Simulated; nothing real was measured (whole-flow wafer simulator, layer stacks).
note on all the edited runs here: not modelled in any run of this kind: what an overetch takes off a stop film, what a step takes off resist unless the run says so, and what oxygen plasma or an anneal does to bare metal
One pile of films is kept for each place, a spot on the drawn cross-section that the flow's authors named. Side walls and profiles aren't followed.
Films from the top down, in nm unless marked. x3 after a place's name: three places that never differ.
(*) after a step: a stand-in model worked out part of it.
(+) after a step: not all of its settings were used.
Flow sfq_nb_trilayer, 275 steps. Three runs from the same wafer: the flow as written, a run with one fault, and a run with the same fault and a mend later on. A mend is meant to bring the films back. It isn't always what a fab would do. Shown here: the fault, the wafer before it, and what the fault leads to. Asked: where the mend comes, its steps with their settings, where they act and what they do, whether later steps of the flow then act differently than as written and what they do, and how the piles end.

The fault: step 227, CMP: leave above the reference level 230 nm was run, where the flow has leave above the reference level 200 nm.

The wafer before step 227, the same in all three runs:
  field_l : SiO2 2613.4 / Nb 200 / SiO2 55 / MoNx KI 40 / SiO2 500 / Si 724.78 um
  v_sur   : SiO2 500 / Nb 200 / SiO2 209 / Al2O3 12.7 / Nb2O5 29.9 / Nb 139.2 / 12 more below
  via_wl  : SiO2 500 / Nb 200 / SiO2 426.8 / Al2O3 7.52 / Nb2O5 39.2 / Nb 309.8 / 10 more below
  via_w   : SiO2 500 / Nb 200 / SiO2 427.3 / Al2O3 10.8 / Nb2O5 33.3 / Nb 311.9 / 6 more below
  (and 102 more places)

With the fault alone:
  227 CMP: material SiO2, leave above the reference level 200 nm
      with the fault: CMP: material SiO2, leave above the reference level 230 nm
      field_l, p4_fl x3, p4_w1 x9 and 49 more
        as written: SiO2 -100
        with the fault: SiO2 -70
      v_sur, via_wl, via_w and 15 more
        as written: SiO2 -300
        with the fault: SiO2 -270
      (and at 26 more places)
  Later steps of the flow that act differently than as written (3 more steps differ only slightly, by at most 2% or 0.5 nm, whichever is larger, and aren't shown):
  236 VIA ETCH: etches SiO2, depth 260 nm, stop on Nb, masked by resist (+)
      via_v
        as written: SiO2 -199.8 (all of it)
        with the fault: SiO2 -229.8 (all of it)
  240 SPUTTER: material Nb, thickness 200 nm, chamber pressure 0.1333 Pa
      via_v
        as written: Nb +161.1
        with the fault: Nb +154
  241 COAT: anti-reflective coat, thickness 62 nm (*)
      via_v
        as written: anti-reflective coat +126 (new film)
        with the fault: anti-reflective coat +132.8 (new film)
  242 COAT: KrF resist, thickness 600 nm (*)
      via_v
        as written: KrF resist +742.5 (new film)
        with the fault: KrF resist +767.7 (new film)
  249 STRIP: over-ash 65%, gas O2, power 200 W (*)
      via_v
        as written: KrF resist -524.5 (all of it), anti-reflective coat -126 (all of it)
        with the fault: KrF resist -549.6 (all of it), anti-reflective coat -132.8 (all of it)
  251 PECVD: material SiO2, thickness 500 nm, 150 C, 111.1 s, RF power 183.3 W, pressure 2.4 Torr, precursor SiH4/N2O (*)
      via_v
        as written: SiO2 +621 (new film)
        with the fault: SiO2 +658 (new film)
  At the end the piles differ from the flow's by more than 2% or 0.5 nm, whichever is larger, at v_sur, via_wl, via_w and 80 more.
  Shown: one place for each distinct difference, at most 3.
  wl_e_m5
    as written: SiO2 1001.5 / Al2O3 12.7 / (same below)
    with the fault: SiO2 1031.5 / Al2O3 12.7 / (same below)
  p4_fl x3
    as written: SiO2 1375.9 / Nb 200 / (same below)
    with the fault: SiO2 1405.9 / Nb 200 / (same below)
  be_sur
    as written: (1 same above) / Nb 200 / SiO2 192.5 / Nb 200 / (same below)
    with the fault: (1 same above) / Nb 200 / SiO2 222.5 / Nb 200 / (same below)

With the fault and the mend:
  The mend comes after step 228.
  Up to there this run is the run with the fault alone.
  228a CMP: material SiO2, leave above the reference level 200 nm (the flow's step 227 once more)
      field_l, v_sur, via_wl and 103 more
        SiO2 -30
  No later step of the flow acts differently than as written at any place that is followed.
  At the end the piles are the same as the flow's at every place that both follow.
